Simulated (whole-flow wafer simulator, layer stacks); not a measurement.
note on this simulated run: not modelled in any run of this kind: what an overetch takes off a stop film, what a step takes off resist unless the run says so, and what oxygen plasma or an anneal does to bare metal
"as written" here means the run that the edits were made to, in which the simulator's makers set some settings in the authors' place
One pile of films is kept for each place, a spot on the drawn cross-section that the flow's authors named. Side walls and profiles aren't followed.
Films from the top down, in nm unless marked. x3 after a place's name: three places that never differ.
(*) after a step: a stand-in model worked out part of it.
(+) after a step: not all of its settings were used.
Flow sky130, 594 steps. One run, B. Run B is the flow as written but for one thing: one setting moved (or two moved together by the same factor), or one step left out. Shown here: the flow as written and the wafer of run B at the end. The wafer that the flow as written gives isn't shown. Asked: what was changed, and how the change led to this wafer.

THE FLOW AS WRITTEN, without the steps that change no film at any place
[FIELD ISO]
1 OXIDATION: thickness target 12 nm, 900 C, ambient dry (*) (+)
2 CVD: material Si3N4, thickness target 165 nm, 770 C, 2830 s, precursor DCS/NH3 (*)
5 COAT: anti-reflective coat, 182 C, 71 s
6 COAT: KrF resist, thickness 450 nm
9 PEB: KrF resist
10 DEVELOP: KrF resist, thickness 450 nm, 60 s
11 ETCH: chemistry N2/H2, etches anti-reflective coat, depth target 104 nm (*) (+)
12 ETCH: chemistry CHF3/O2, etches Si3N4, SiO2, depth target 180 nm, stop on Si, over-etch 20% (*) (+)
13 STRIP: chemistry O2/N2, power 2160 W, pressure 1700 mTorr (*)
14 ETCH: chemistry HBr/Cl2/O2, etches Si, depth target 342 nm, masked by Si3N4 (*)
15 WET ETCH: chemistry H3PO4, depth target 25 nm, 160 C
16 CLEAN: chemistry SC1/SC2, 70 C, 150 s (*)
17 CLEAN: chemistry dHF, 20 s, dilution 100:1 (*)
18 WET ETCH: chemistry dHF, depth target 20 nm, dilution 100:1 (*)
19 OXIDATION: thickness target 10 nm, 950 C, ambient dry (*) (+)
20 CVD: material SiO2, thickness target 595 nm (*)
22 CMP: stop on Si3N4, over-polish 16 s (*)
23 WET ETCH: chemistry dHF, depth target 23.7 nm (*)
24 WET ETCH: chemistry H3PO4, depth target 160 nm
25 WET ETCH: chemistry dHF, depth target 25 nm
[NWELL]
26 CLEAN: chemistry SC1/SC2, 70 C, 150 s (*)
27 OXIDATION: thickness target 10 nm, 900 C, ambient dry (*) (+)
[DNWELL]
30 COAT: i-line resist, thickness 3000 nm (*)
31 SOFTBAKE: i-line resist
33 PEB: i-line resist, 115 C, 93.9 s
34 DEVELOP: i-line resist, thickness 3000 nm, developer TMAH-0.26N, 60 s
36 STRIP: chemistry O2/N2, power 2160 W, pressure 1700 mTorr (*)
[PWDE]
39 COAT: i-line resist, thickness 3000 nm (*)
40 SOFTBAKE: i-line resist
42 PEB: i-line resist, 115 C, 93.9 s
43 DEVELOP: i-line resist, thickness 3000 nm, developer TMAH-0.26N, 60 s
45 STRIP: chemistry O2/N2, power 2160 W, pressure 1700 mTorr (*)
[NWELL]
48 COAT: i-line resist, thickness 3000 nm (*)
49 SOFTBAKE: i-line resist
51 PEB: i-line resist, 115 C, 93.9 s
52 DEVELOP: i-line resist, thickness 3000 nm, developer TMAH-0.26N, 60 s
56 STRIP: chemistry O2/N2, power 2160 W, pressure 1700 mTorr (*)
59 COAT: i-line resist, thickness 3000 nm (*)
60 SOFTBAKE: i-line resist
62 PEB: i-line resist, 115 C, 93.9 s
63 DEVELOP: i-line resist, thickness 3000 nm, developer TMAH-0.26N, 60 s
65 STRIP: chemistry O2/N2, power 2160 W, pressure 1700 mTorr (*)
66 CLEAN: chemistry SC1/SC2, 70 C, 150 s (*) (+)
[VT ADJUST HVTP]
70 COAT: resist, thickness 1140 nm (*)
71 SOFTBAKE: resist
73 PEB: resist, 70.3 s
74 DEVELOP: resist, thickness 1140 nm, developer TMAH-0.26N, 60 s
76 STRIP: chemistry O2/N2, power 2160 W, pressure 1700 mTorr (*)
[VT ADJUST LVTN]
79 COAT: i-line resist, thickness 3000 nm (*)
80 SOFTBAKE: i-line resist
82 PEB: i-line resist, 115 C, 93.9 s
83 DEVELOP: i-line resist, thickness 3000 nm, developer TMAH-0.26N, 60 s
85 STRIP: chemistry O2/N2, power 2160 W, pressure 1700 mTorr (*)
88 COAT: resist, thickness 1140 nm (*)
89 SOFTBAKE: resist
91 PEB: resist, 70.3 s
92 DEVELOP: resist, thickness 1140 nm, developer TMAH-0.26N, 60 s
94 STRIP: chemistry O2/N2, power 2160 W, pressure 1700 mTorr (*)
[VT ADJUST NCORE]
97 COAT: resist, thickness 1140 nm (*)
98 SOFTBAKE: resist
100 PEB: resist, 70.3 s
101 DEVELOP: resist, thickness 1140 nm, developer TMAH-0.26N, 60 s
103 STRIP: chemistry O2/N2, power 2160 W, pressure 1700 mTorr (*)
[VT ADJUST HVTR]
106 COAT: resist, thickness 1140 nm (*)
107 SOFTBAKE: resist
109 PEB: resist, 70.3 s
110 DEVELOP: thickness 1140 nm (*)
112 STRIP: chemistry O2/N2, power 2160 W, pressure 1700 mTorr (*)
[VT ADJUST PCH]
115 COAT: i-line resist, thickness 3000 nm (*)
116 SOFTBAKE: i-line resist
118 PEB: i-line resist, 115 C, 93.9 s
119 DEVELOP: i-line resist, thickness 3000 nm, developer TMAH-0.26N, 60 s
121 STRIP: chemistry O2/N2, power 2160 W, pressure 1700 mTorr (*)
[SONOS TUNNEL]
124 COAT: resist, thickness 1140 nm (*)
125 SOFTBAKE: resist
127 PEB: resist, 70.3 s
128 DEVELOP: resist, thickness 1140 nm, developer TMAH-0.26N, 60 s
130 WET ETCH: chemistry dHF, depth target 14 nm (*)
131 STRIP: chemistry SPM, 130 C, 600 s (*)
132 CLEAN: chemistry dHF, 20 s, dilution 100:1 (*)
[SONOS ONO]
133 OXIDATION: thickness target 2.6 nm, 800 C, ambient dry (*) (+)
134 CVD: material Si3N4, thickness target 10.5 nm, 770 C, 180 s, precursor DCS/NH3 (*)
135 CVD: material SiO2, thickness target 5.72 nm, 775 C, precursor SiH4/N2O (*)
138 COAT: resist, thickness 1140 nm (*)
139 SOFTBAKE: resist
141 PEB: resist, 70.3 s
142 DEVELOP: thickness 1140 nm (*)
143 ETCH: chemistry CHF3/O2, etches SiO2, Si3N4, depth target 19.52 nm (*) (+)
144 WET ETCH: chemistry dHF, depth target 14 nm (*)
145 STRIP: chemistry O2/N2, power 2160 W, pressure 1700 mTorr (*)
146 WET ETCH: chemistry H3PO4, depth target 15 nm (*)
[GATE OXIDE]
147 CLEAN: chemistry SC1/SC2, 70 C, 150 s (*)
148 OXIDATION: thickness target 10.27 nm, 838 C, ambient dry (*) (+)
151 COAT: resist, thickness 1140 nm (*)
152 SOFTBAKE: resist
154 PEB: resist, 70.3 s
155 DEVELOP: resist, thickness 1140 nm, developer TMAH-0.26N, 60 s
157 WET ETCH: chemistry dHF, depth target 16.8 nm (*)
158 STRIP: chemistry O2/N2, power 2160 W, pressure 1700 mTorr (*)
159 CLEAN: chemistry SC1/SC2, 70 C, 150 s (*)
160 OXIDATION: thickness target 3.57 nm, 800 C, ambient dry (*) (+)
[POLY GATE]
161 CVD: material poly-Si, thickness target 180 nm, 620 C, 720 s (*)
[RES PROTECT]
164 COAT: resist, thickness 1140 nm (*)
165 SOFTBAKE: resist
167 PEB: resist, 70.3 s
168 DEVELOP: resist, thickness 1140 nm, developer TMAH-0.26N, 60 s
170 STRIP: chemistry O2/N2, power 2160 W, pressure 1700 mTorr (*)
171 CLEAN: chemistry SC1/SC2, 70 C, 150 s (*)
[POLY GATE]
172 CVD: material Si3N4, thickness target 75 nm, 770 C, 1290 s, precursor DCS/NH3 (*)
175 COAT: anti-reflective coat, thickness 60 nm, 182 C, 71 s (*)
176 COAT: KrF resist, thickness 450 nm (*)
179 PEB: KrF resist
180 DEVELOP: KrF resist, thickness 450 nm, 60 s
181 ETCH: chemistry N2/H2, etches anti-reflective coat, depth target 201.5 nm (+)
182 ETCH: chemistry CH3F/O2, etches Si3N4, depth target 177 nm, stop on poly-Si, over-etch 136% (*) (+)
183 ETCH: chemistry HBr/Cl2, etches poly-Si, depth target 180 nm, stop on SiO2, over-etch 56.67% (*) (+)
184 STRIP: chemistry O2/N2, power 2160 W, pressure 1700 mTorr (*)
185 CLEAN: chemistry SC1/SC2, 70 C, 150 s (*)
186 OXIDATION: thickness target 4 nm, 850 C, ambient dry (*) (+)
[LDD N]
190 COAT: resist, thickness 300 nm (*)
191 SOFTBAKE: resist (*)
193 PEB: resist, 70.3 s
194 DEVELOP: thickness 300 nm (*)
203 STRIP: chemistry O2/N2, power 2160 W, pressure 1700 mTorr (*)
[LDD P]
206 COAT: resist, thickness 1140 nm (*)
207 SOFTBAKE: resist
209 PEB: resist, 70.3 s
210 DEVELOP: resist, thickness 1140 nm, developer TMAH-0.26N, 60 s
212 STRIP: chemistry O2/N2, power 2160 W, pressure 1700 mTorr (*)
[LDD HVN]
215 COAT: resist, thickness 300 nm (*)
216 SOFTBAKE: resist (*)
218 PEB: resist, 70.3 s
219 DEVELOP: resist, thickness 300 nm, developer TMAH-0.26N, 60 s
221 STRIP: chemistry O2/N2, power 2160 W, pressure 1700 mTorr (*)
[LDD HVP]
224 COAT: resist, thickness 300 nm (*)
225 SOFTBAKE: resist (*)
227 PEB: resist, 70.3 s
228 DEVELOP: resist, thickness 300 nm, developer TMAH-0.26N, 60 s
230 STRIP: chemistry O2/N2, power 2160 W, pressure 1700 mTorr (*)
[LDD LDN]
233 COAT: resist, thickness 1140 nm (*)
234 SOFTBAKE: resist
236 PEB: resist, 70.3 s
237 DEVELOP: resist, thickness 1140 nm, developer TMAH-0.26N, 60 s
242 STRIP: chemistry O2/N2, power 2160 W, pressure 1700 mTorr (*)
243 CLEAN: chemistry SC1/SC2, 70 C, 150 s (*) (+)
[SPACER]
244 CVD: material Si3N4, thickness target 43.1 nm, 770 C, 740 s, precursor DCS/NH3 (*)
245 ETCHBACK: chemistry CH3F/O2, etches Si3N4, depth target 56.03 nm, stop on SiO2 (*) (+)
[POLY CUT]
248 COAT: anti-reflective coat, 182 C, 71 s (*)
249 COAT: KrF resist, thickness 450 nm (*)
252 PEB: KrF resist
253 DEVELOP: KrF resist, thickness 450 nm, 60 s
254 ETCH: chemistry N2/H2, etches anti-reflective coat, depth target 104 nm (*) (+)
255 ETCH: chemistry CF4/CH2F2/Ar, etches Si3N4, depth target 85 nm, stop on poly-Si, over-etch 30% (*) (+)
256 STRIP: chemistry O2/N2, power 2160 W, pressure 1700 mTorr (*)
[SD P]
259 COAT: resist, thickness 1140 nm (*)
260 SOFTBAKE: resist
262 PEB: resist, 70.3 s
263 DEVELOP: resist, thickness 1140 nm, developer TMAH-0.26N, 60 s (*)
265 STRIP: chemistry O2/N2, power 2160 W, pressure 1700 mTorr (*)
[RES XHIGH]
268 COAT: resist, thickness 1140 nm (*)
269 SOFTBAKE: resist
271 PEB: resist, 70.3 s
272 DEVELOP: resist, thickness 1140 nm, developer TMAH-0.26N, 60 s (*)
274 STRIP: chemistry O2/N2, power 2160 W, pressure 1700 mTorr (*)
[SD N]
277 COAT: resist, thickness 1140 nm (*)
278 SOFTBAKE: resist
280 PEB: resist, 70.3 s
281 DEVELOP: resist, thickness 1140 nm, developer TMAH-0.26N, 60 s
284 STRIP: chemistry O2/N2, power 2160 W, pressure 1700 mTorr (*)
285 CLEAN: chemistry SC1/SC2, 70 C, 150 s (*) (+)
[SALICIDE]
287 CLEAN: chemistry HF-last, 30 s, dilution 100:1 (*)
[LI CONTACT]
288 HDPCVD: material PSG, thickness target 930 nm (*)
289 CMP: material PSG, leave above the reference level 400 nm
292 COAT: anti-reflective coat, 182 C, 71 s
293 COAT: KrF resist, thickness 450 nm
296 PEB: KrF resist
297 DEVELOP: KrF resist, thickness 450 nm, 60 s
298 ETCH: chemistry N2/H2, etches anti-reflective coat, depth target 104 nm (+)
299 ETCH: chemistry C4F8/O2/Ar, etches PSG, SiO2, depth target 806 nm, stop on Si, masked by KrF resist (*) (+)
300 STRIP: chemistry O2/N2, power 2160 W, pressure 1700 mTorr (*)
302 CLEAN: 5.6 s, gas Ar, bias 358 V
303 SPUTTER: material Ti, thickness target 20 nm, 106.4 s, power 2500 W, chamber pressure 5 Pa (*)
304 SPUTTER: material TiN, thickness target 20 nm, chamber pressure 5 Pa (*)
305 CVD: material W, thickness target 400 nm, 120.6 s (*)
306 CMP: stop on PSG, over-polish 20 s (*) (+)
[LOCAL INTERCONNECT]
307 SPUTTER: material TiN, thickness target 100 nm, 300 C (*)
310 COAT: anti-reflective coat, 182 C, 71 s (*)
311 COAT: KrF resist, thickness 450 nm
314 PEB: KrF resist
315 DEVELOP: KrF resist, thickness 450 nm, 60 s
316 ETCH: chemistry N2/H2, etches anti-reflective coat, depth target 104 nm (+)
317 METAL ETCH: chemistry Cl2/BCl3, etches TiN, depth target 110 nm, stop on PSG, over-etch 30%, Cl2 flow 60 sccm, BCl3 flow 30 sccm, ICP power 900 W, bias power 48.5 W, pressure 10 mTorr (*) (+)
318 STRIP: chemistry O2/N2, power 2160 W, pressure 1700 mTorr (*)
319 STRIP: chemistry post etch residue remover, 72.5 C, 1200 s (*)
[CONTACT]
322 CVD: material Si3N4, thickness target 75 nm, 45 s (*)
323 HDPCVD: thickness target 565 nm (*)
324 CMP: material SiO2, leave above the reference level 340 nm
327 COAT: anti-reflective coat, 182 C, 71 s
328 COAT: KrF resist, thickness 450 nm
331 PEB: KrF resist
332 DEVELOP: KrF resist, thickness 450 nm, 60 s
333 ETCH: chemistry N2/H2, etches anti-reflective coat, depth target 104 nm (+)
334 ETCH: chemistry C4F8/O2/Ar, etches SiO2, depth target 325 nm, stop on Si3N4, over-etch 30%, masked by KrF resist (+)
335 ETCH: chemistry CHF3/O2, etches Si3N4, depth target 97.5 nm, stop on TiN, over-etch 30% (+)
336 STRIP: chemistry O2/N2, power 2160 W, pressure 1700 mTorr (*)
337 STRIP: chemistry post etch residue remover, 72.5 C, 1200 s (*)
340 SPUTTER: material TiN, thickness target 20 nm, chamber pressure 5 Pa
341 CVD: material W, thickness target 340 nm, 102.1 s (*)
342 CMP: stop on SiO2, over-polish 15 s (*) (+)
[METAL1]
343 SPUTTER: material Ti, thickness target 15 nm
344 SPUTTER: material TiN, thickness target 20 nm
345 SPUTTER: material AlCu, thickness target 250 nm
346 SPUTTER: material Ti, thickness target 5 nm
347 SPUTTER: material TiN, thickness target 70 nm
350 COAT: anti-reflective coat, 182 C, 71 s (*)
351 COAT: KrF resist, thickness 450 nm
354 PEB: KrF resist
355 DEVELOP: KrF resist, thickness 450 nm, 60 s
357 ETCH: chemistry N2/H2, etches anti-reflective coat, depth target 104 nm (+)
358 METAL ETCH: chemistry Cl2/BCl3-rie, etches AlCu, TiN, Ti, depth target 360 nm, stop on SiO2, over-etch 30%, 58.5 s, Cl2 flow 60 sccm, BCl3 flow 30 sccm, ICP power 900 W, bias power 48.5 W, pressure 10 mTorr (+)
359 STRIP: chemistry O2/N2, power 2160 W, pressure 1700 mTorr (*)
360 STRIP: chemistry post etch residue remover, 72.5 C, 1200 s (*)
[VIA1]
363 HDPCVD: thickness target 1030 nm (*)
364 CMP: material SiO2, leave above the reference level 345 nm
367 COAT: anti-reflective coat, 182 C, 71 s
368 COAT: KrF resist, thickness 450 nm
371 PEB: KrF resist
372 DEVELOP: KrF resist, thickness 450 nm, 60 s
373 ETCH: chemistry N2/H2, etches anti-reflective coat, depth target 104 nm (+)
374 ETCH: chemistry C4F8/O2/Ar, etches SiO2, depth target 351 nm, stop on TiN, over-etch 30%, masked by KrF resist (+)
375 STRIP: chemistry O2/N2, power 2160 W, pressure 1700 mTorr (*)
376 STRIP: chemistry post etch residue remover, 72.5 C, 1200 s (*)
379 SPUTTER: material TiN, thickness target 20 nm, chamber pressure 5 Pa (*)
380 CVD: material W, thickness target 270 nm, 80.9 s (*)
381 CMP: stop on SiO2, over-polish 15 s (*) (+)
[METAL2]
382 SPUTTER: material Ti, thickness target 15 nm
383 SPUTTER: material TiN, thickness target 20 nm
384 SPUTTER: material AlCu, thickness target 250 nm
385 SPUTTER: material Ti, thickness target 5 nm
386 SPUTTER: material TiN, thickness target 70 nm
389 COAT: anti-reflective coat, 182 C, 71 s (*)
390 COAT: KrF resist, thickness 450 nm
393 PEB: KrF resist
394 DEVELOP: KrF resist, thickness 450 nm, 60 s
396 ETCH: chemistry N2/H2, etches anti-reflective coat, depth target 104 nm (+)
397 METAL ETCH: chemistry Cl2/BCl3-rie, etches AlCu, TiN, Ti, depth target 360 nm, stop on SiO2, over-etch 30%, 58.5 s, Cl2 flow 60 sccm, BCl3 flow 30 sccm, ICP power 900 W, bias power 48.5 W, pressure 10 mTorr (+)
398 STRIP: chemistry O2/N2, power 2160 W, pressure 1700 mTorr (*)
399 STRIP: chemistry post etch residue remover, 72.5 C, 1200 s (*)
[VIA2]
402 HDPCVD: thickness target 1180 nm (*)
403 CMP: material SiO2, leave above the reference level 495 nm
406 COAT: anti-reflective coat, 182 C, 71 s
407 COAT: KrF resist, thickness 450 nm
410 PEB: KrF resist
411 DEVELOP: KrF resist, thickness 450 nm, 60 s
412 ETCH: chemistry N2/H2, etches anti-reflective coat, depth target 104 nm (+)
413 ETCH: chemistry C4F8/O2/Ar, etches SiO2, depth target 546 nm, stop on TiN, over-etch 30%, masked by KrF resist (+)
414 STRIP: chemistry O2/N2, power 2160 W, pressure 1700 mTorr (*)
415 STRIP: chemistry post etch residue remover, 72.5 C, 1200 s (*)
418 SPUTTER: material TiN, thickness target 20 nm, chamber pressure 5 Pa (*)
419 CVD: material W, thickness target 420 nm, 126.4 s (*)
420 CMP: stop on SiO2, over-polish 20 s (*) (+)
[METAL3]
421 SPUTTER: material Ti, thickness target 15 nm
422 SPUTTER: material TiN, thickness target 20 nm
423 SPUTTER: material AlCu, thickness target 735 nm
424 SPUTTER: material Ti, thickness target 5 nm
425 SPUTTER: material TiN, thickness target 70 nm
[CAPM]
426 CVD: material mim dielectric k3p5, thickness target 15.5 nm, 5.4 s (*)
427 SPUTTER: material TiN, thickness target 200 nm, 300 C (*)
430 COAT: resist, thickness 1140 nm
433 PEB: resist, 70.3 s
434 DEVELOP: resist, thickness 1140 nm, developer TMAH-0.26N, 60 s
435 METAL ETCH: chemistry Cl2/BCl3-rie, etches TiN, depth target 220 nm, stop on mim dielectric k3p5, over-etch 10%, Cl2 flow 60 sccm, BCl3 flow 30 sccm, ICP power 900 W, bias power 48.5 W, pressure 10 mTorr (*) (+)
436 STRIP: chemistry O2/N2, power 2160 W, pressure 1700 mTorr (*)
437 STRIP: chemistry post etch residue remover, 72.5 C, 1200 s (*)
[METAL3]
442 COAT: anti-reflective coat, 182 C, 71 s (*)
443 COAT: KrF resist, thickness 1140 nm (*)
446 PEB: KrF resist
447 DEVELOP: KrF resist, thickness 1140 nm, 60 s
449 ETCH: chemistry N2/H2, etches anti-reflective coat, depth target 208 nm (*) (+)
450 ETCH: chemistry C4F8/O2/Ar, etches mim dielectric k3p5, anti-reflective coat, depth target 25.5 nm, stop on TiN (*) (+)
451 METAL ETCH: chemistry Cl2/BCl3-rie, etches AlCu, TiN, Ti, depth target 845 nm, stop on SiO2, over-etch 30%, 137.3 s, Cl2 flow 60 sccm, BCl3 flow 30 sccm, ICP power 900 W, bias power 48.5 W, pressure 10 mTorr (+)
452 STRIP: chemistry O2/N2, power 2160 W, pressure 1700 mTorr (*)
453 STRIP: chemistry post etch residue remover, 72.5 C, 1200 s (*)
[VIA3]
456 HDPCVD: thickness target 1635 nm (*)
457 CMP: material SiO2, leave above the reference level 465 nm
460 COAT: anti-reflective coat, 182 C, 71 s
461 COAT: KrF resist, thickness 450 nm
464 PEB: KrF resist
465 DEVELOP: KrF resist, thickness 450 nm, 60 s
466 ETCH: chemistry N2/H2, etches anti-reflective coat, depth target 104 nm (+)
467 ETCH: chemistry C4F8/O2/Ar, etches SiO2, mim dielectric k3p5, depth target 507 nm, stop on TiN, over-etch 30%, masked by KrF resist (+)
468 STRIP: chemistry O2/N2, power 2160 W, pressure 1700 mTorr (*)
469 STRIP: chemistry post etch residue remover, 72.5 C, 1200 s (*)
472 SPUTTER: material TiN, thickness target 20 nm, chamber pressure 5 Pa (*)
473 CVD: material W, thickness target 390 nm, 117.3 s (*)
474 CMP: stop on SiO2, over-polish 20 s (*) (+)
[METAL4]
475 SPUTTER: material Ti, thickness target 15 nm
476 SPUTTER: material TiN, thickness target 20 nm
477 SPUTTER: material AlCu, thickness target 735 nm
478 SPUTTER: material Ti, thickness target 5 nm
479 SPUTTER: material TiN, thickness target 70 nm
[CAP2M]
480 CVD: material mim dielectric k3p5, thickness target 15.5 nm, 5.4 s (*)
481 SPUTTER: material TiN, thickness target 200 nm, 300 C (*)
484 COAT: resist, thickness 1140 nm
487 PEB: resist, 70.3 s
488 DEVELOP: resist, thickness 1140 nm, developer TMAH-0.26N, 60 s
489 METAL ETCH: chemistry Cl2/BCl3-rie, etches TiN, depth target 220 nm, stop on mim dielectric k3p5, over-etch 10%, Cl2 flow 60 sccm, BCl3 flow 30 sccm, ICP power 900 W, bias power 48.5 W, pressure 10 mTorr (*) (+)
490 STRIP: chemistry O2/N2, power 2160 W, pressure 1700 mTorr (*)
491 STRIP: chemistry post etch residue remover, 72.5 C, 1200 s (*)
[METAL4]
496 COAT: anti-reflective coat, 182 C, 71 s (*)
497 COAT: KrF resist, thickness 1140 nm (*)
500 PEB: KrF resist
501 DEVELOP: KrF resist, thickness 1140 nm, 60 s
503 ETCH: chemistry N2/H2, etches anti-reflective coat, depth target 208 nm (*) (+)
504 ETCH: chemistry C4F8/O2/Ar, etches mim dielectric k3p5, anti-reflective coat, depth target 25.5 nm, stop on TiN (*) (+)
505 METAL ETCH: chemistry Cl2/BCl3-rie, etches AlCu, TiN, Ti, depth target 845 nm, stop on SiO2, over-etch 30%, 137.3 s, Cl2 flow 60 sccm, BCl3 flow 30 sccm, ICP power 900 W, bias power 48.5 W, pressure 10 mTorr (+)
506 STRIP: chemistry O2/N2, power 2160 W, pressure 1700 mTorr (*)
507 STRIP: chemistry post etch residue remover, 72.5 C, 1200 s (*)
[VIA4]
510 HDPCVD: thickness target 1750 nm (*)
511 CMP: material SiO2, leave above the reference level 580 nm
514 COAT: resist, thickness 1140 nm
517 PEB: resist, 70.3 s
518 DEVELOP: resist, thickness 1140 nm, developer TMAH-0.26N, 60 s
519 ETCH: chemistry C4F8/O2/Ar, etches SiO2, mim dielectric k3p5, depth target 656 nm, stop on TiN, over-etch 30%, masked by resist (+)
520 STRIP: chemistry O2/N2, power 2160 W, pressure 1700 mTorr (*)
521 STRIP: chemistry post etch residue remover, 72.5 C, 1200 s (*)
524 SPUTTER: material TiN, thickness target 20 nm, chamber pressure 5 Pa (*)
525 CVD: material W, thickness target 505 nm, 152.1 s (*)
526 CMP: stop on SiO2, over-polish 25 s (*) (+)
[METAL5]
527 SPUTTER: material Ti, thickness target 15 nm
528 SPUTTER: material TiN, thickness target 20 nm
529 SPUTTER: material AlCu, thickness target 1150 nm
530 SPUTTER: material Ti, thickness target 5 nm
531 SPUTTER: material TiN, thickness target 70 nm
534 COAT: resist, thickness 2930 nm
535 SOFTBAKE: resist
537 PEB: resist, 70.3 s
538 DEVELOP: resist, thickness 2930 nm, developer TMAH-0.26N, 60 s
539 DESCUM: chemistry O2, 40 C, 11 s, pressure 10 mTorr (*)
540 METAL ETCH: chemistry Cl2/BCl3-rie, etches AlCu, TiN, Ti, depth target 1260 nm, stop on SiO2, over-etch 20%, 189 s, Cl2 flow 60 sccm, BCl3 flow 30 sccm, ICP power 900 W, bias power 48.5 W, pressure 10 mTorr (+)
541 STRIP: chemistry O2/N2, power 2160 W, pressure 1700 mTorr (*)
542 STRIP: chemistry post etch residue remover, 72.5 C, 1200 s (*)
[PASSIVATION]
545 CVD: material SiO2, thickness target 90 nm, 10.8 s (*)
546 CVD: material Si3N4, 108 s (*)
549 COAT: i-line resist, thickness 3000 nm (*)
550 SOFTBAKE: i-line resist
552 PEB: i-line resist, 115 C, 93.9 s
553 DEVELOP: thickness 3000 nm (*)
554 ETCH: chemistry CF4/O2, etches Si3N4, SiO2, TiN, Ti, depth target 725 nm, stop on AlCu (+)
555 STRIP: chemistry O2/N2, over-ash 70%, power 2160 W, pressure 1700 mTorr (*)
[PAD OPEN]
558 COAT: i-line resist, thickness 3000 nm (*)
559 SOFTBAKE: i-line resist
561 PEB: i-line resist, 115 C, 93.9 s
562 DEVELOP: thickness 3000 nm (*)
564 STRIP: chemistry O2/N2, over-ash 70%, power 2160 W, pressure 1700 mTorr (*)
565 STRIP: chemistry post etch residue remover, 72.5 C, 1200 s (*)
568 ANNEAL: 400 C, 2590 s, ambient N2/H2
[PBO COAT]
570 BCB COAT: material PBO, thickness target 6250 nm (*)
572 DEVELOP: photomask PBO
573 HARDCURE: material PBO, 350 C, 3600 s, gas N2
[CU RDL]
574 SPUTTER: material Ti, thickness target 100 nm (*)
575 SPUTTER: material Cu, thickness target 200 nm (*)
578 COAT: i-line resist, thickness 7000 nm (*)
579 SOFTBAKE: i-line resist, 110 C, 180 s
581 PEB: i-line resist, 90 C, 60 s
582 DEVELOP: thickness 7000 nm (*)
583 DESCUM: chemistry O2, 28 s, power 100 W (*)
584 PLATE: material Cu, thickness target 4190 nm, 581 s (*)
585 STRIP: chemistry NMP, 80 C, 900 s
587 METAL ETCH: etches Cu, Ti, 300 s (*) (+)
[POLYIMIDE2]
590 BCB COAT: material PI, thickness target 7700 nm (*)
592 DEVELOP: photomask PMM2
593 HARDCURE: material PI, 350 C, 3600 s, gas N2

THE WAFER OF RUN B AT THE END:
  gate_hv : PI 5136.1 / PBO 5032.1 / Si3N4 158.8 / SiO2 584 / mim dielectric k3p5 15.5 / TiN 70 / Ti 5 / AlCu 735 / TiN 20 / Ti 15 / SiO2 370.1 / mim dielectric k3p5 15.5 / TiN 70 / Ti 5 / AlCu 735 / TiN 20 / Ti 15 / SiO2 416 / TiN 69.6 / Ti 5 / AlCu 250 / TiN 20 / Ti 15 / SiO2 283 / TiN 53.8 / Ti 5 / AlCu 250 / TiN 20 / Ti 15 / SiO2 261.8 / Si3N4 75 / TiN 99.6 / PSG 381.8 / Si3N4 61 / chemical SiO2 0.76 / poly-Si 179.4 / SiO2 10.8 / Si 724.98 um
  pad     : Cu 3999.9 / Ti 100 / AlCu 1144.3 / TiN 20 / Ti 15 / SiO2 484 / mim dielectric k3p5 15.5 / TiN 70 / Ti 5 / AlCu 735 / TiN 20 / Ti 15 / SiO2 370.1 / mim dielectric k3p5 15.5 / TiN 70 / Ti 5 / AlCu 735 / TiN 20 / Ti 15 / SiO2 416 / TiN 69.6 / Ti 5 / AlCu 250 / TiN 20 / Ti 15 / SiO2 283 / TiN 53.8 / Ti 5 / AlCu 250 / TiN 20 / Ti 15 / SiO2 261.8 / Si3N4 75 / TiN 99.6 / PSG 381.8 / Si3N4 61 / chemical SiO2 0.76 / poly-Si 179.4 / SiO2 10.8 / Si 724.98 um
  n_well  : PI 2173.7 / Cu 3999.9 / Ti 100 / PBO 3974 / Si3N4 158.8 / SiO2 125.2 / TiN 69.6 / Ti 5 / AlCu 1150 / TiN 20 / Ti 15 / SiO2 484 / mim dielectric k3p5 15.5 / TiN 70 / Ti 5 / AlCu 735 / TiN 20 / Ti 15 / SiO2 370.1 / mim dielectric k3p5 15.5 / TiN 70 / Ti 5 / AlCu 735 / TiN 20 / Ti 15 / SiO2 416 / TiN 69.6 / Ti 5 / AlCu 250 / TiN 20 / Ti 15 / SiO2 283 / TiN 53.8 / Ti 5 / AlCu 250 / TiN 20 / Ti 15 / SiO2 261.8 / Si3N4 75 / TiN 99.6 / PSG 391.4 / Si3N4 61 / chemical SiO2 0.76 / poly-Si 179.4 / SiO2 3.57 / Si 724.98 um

The cause: step 347, SPUTTER: thickness target 54.2 nm was run, where the flow has thickness target 70 nm.

How the change led to this, step by step:
  347 SPUTTER: material TiN, thickness target 70 nm
      field, active, n_well and 188 more: TiN +54.2 (new film) (as written it would be: TiN +70 (new film))
  358 METAL ETCH: chemistry Cl2/BCl3-rie, etches AlCu, TiN, Ti, depth target 360 nm, stop on SiO2, over-etch 30%, 58.5 s, Cl2 flow 60 sccm, BCl3 flow 30 sccm, ICP power 900 W, bias power 48.5 W, pressure 10 mTorr (+)
      field, active, gate and 81 more: TiN -52.9 (all of it), Ti -5 (all of it), AlCu -250 (all of it), TiN -20 (all of it), Ti -15 (all of it), SiO2 -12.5 (as written it would be: TiN -68.7 (all of it), Ti -5 (all of it), AlCu -250 (all of it), TiN -20 (all of it), Ti -15 (all of it), SiO2 -10.9)
  364 CMP: material SiO2, leave above the reference level 345 nm
      n_well, p_well, gate_hv and 100 more: SiO2 -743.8 (as written it would be: SiO2 -759.6)
      poly_licon, ndiff_licon, ndiff_licon_cpp, rpo_hd_licon: SiO2 -743.2 (as written it would be: SiO2 -759)
  374 ETCH: chemistry C4F8/O2/Ar, etches SiO2, depth target 351 nm, stop on TiN, over-etch 30%, masked by KrF resist (+)
      m1, via1_hole: SiO2 -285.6 (all of it) (as written it would be: SiO2 -269.8 (all of it))
  380 CVD: material W, thickness target 270 nm, 80.9 s (*)
      m1, via1_hole: W +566 (new film) (as written it would be: W +549.9 (new film))
